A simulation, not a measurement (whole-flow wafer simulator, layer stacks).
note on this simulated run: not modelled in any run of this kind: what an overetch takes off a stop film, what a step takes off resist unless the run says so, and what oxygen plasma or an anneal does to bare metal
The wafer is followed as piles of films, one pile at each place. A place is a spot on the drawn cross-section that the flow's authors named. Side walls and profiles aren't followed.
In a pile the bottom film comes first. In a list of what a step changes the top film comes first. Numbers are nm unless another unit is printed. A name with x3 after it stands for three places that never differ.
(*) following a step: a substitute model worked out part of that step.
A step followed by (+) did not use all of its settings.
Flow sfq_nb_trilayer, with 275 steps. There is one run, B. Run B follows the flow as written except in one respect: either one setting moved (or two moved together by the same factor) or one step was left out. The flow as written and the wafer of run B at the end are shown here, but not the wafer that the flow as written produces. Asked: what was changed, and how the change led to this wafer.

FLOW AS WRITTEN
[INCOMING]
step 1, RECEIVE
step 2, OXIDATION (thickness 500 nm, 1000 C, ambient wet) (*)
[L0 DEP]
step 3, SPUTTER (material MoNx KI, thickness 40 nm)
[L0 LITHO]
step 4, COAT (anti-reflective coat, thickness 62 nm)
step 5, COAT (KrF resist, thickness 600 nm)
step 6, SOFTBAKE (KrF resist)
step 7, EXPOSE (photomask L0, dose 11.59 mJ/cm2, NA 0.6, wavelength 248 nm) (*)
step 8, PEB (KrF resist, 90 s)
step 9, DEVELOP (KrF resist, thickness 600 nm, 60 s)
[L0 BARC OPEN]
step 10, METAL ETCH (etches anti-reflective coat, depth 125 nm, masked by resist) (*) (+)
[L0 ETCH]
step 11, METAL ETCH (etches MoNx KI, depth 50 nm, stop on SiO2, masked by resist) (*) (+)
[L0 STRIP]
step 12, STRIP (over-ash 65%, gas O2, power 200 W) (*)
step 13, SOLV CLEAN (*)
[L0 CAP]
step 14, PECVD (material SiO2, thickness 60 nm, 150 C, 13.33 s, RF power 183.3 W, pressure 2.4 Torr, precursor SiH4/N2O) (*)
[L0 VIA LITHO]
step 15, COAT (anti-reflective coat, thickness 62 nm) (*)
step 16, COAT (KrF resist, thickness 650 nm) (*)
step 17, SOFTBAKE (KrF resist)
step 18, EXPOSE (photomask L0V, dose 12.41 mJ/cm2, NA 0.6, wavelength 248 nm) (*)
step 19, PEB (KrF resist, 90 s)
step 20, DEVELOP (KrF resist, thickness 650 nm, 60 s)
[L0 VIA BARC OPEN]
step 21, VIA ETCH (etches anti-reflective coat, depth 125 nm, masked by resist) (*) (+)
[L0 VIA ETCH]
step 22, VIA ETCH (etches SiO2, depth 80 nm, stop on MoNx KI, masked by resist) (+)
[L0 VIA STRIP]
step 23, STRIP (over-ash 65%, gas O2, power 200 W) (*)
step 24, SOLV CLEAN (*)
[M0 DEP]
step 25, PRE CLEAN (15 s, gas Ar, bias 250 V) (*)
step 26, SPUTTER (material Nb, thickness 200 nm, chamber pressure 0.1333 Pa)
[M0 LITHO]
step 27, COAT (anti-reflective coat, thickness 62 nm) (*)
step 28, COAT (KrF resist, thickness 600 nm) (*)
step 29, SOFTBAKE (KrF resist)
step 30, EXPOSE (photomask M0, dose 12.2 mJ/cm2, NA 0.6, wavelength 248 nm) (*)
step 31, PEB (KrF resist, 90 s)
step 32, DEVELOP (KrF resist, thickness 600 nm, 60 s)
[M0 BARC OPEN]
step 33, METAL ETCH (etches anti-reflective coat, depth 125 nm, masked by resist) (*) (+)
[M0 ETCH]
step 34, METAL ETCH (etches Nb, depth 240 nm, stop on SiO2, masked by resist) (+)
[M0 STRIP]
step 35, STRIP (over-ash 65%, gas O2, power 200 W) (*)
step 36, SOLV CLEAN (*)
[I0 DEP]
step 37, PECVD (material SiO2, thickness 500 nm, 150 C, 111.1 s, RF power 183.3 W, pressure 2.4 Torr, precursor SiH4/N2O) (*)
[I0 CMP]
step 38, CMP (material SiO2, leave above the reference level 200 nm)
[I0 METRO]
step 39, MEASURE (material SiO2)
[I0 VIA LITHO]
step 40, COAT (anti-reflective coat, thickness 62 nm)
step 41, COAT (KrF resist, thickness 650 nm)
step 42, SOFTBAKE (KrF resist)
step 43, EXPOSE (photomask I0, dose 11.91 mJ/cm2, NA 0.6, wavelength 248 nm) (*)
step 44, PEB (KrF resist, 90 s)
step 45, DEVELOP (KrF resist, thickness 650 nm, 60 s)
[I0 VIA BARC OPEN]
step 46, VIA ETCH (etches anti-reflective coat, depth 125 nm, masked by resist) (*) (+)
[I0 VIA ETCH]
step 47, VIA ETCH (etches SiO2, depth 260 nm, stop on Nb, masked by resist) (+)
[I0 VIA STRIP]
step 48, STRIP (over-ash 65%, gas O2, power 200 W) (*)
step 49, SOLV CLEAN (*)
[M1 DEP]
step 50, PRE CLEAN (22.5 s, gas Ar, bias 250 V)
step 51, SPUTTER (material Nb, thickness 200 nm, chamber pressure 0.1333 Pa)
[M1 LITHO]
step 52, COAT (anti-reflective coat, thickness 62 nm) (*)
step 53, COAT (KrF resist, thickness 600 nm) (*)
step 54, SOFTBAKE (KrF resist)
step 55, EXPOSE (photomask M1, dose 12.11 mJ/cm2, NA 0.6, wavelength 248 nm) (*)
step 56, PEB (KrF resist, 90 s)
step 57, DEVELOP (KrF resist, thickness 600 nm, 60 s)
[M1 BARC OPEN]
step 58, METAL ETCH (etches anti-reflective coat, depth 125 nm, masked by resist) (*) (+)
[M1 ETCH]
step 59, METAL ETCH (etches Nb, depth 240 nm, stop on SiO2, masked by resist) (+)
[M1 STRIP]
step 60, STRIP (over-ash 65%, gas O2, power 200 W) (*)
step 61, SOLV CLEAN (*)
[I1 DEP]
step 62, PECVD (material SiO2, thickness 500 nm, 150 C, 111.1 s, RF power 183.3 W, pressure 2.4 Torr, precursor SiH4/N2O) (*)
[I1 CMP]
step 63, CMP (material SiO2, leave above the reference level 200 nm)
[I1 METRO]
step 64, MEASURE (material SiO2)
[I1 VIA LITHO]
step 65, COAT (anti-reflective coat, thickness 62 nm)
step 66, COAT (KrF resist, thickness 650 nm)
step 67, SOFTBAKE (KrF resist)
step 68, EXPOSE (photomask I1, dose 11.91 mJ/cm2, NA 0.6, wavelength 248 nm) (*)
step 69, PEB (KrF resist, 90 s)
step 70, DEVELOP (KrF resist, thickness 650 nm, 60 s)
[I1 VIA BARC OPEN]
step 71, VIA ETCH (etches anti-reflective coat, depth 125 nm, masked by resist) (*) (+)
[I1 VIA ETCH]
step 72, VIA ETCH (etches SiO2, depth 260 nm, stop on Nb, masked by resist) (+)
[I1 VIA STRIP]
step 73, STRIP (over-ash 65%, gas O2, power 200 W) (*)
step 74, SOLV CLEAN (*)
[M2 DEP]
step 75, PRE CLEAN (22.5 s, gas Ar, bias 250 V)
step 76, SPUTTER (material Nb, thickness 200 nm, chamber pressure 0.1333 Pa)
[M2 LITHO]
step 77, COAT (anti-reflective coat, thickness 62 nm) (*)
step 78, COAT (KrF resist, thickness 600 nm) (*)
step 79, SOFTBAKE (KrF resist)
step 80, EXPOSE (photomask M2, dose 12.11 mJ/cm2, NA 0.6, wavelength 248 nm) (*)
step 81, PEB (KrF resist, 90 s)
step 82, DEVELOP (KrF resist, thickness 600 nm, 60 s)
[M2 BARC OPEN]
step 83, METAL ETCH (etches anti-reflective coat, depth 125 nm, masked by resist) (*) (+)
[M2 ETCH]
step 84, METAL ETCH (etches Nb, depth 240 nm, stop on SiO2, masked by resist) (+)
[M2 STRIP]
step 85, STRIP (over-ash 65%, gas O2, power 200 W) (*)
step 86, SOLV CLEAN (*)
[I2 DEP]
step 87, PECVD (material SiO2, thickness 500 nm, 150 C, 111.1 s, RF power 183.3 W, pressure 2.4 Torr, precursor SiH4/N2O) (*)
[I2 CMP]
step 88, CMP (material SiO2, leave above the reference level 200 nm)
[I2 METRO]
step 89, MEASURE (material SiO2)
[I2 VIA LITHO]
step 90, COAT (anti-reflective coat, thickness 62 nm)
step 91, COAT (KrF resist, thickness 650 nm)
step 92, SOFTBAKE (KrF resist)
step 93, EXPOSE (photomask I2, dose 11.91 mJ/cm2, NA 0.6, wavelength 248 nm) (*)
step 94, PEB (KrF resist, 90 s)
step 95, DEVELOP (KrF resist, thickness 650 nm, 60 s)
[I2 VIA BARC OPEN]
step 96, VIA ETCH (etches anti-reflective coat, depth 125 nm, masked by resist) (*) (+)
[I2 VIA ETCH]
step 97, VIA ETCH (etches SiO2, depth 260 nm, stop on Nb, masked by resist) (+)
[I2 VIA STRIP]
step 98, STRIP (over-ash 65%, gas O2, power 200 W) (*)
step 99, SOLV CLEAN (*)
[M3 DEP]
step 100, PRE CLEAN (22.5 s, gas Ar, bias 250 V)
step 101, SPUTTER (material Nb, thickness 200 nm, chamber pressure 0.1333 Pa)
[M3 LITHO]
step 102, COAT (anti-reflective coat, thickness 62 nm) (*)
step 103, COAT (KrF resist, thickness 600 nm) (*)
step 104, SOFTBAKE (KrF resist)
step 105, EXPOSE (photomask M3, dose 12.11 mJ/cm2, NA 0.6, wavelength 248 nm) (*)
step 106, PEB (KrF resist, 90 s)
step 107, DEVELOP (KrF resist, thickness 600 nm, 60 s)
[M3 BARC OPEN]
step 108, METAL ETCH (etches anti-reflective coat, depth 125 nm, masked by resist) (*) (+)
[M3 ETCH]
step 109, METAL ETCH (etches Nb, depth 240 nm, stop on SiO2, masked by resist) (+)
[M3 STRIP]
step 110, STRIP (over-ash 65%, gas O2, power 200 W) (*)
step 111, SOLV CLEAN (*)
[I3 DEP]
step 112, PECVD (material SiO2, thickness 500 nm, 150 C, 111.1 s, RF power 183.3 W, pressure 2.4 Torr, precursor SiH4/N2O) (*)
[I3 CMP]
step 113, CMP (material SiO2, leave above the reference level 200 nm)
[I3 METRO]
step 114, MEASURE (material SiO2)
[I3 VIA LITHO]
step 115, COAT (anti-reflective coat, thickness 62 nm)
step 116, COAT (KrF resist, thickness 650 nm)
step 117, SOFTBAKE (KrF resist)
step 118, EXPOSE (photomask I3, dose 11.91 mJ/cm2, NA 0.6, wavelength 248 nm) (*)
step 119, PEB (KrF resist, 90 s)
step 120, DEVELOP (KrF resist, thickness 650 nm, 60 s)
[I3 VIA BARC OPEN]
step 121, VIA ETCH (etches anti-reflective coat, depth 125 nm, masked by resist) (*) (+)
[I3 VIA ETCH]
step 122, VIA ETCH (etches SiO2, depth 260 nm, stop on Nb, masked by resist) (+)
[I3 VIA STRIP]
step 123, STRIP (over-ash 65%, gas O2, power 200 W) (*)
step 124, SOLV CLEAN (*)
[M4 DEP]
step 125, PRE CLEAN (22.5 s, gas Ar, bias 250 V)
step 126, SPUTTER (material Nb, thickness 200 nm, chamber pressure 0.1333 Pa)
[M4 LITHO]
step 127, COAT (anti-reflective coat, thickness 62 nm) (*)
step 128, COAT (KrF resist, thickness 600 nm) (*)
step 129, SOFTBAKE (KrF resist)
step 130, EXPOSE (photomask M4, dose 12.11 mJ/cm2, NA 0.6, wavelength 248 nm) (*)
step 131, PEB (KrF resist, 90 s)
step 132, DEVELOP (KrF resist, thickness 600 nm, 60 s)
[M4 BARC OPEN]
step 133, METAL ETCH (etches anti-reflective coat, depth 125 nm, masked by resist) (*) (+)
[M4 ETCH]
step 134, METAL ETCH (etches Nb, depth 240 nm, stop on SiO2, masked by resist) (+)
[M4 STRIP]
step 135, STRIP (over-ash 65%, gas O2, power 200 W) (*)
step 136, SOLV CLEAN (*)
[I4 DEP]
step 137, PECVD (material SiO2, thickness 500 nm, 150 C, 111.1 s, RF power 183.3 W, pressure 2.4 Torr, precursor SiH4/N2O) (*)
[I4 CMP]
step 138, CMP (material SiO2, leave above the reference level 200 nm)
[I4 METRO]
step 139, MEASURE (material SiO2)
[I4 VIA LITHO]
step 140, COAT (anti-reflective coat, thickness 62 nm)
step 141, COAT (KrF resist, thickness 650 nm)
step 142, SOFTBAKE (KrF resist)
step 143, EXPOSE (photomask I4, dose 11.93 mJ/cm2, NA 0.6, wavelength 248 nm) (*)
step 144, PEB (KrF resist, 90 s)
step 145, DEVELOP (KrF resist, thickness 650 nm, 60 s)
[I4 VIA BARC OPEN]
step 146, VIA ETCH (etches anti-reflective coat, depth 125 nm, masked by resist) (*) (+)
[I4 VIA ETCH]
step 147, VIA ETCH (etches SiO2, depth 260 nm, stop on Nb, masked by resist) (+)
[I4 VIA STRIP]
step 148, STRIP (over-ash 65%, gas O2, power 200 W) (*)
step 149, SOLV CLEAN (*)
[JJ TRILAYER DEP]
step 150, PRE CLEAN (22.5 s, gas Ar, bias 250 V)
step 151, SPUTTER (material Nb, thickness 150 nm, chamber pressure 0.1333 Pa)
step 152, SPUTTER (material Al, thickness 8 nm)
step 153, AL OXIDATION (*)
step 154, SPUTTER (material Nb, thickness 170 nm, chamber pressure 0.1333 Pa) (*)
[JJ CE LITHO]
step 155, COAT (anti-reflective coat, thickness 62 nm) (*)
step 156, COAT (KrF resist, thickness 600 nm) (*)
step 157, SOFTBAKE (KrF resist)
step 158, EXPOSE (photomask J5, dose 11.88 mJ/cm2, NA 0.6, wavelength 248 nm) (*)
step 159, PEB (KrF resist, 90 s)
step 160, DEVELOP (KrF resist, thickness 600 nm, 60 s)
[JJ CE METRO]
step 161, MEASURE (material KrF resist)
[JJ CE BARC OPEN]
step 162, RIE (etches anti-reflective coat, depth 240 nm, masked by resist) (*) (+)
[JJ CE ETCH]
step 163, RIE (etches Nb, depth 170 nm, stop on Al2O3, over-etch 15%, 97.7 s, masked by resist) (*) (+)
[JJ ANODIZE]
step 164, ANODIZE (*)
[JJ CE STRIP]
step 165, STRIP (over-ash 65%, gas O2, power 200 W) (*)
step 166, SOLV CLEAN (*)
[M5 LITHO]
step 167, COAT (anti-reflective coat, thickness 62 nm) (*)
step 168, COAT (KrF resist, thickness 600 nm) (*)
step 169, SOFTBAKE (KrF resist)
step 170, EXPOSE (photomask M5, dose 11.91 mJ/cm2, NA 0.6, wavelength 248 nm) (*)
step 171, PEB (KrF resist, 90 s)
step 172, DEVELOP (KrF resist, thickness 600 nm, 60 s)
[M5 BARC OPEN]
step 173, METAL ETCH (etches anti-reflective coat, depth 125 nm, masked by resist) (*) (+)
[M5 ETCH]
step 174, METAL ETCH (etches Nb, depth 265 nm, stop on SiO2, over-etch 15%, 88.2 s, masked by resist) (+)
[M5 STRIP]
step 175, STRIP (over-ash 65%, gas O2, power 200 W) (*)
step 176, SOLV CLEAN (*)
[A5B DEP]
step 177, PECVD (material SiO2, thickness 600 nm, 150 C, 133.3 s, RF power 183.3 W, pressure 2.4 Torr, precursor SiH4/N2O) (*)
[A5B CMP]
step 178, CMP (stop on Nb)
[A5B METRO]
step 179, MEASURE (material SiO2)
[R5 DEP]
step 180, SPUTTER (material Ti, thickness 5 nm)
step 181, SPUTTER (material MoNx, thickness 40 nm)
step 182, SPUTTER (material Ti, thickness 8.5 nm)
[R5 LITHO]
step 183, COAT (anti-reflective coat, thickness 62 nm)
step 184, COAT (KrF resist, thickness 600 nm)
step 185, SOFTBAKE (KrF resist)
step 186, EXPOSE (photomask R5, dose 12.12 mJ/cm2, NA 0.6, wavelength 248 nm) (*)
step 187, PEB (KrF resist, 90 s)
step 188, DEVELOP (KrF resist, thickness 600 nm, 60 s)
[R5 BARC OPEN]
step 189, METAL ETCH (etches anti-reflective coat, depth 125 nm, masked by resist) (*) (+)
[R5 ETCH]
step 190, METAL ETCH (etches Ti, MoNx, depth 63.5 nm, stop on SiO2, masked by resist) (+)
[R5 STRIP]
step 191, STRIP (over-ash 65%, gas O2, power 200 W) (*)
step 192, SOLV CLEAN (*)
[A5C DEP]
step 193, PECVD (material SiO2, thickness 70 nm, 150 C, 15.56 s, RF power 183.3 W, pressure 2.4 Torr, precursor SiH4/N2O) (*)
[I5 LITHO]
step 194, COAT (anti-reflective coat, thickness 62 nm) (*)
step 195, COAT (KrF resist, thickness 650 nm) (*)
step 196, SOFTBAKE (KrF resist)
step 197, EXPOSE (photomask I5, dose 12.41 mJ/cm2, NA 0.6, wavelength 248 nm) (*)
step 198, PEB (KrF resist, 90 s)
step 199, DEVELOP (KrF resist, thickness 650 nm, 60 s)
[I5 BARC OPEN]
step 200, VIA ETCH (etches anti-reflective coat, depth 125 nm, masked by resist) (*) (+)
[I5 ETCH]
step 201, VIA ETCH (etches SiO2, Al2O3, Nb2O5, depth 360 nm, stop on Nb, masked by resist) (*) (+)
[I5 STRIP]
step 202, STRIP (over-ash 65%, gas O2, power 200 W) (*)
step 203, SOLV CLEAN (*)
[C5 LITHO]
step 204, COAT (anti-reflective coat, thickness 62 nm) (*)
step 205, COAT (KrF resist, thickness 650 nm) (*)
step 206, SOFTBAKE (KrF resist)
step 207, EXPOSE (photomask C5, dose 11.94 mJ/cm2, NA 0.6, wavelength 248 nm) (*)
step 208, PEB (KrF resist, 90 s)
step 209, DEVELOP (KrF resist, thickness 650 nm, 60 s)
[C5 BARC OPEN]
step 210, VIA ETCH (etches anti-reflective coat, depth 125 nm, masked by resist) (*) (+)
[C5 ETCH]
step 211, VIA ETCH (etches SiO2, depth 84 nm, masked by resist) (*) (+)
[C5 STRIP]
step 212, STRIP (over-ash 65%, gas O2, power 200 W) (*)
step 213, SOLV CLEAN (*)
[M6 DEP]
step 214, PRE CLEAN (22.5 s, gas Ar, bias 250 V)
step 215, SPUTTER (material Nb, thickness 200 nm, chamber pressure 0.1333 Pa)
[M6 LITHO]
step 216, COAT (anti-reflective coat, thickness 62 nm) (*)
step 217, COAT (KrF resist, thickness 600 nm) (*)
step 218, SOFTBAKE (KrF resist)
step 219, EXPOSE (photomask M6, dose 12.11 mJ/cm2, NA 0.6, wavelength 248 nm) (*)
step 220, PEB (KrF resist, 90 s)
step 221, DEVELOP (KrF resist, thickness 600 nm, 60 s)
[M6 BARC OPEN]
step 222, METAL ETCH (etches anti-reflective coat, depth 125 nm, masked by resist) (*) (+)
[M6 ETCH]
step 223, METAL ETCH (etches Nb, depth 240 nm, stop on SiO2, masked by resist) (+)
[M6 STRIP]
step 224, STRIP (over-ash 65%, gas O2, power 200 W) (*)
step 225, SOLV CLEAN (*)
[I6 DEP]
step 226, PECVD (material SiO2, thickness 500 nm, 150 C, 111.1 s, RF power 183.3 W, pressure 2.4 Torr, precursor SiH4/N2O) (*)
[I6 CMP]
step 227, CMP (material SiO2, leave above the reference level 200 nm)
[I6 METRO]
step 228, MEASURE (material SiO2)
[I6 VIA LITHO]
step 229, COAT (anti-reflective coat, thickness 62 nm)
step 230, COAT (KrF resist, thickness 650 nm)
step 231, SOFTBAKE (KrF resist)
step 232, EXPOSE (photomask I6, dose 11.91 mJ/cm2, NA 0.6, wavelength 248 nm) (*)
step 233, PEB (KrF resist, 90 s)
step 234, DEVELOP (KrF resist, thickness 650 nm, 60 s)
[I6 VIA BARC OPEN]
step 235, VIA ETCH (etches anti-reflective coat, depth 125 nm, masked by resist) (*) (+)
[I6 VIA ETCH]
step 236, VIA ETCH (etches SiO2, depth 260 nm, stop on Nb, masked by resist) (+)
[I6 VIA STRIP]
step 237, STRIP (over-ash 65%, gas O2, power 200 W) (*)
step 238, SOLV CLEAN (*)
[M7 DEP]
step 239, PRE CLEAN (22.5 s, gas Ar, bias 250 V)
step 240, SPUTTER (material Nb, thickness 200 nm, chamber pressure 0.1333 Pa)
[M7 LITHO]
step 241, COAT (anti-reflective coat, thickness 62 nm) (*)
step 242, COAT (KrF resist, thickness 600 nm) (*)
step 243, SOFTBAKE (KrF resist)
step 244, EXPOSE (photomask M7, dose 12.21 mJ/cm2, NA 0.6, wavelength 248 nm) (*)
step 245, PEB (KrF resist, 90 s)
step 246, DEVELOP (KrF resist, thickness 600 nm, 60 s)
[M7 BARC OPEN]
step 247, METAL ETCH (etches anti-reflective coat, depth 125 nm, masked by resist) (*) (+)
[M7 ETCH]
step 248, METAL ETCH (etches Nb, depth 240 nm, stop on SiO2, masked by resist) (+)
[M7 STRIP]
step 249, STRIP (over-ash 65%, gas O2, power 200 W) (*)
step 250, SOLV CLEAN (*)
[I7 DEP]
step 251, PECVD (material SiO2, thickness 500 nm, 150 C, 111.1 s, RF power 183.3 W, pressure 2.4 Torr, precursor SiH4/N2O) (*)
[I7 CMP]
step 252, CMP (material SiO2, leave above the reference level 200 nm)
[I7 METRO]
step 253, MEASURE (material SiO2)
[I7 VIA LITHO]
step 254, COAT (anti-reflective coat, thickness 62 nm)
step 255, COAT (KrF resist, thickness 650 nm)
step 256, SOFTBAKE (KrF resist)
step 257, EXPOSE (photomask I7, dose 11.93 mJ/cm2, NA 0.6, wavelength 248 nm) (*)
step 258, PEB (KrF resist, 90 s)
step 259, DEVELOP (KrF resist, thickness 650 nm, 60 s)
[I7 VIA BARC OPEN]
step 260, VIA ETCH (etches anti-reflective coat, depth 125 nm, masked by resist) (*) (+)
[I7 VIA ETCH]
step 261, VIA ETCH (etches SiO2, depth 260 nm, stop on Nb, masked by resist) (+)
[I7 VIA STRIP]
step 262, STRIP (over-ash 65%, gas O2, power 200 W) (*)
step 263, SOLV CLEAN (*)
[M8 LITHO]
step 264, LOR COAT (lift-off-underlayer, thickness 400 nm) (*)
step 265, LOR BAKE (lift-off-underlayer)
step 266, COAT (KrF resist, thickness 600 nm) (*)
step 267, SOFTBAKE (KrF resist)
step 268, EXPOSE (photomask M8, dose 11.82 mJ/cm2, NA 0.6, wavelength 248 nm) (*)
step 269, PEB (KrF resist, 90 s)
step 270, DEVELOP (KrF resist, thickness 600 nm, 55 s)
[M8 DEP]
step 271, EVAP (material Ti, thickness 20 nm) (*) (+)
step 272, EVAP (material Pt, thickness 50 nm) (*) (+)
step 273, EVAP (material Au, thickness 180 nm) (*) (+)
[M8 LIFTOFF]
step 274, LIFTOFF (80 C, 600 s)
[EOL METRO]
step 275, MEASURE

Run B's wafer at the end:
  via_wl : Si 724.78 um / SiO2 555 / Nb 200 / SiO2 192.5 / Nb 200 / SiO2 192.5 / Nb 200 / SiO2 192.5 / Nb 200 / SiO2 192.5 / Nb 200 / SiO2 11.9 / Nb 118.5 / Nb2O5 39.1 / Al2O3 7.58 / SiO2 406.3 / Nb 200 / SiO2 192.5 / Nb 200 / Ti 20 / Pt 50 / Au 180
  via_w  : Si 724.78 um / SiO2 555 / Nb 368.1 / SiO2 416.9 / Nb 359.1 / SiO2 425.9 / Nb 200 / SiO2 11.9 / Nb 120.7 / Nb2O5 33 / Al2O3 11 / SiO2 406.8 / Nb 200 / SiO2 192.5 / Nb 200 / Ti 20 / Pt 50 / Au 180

Cause: step 147, VIA ETCH: depth 180.4 nm was run, whereas the flow has depth 260 nm.

Step by step, how the change led to this:
  step 147, VIA ETCH (etches SiO2, depth 260 nm, stop on Nb, masked by resist) (+)
      via_wl, via_w, via_wr: -180.4 SiO2 (it would be, as written: -199.8 SiO2 (all of it))
      field_l, v_sur, via_sp and 100 more: -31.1 KrF resist (it would be, as written: -44.8 KrF resist)
  step 148, STRIP (over-ash 65%, gas O2, power 200 W) (*)
      field_l, v_sur, via_sp and 100 more: -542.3 KrF resist (all of it), -62 anti-reflective coat (all of it) (it would be, as written: -528.6 KrF resist (all of it), -62 anti-reflective coat (all of it))
  step 150, PRE CLEAN (22.5 s, gas Ar, bias 250 V)
      via_wl, via_w, via_wr: -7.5 SiO2 (it would be, as written: -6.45 Nb)
  step 151, SPUTTER (material Nb, thickness 150 nm, chamber pressure 0.1333 Pa)
      via_wl, via_w, via_wr: +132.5 Nb (new film) (it would be, as written: +130.4 Nb)
  step 154, SPUTTER (material Nb, thickness 170 nm, chamber pressure 0.1333 Pa) (*)
      via_wl, via_wr: +143.9 Nb (new film) (it would be, as written: +140.7 Nb (new film))
      via_w: +144.2 Nb (new film) (it would be, as written: +141 Nb (new film))
  step 155, COAT (anti-reflective coat, thickness 62 nm) (*)
      via_wl, via_wr: +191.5 anti-reflective coat (new film) (it would be, as written: +209.4 anti-reflective coat (new film))
  step 156, COAT (KrF resist, thickness 600 nm) (*)
      via_w: +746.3 KrF resist (new film) (it would be, as written: +763.8 KrF resist (new film))
  step 160, DEVELOP (KrF resist, thickness 600 nm, 60 s)
      via_w: -744.7 KrF resist (all of it) (it would be, as written: -762.1 KrF resist (all of it))
  step 162, RIE (etches anti-reflective coat, depth 240 nm, masked by resist) (*) (+)
      ce_l, c5j, ce_r, wl_jj: -191.5 KrF resist (it would be, as written: -209.4 KrF resist)
      via_wl, via_wr: -191.5 anti-reflective coat (all of it) (it would be, as written: -209.4 anti-reflective coat (all of it))
  step 163, RIE (etches Nb, depth 170 nm, stop on Al2O3, over-etch 15%, 97.7 s, masked by resist) (*) (+)
      via_wl, via_wr: -143.9 Nb (all of it), -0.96 Al2O3 (all of it) (it would be, as written: -140.7 Nb (all of it), -0.96 Al2O3 (all of it))
      via_w: -144.2 Nb (all of it), -0.96 Al2O3 (all of it) (it would be, as written: -141 Nb (all of it), -0.96 Al2O3 (all of it))
  step 165, STRIP (over-ash 65%, gas O2, power 200 W) (*)
      ce_l: -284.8 KrF resist (all of it), -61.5 anti-reflective coat (all of it) (it would be, as written: -266.8 KrF resist (all of it), -61.4 anti-reflective coat (all of it))
      c5j: -284.9 KrF resist (all of it), -61.5 anti-reflective coat (all of it) (it would be, as written: -266.9 KrF resist (all of it), -61.5 anti-reflective coat (all of it))
      (and at 2 other places as well)
  step 167, COAT (anti-reflective coat, thickness 62 nm) (*)
      via_wl: +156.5 anti-reflective coat (new film) (it would be, as written: +170.5 anti-reflective coat (new film))
      via_wr: +156.5 anti-reflective coat (new film) (it would be, as written: +170.6 anti-reflective coat (new film))
      (and at 1 other place as well)
  step 175, STRIP (over-ash 65%, gas O2, power 200 W) (*)
      via_wl: -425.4 KrF resist (all of it), -156.5 anti-reflective coat (all of it) (it would be, as written: -427 KrF resist (all of it), -170.5 anti-reflective coat (all of it))
      via_w: -490 KrF resist (all of it), -83 anti-reflective coat (all of it) (it would be, as written: -503.5 KrF resist (all of it), -84.1 anti-reflective coat (all of it))
      (and at 2 other places as well)
  step 178, CMP (stop on Nb)
      via_wl, via_wr: -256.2 SiO2 (it would be, as written: -235.7 SiO2)
      via_w: -255.7 SiO2 (it would be, as written: -235.2 SiO2)
If metal films that touch count as one body, via_wl has 8 bodies (between them, from the top down: SiO2 192.5; SiO2 406.3 / Al2O3 7.58 / Nb2O5 39.1; SiO2 11.9; SiO2 192.5; SiO2 192.5; SiO2 192.5; SiO2 192.5); the flow as written gives 7 bodies (between them, from the top down: SiO2 192.5; SiO2 426.8 / Al2O3 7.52 / Nb2O5 39.2; SiO2 192.5; SiO2 192.5; SiO2 192.5; SiO2 192.5).
If metal films that touch count as one body, via_w has 6 bodies (between them, from the top down: SiO2 192.5; SiO2 406.8 / Al2O3 11 / Nb2O5 33; SiO2 11.9; SiO2 425.9; SiO2 416.9); the flow as written gives 5 bodies (between them, from the top down: SiO2 192.5; SiO2 427.3 / Al2O3 10.8 / Nb2O5 33.3; SiO2 425.9; SiO2 416.9).
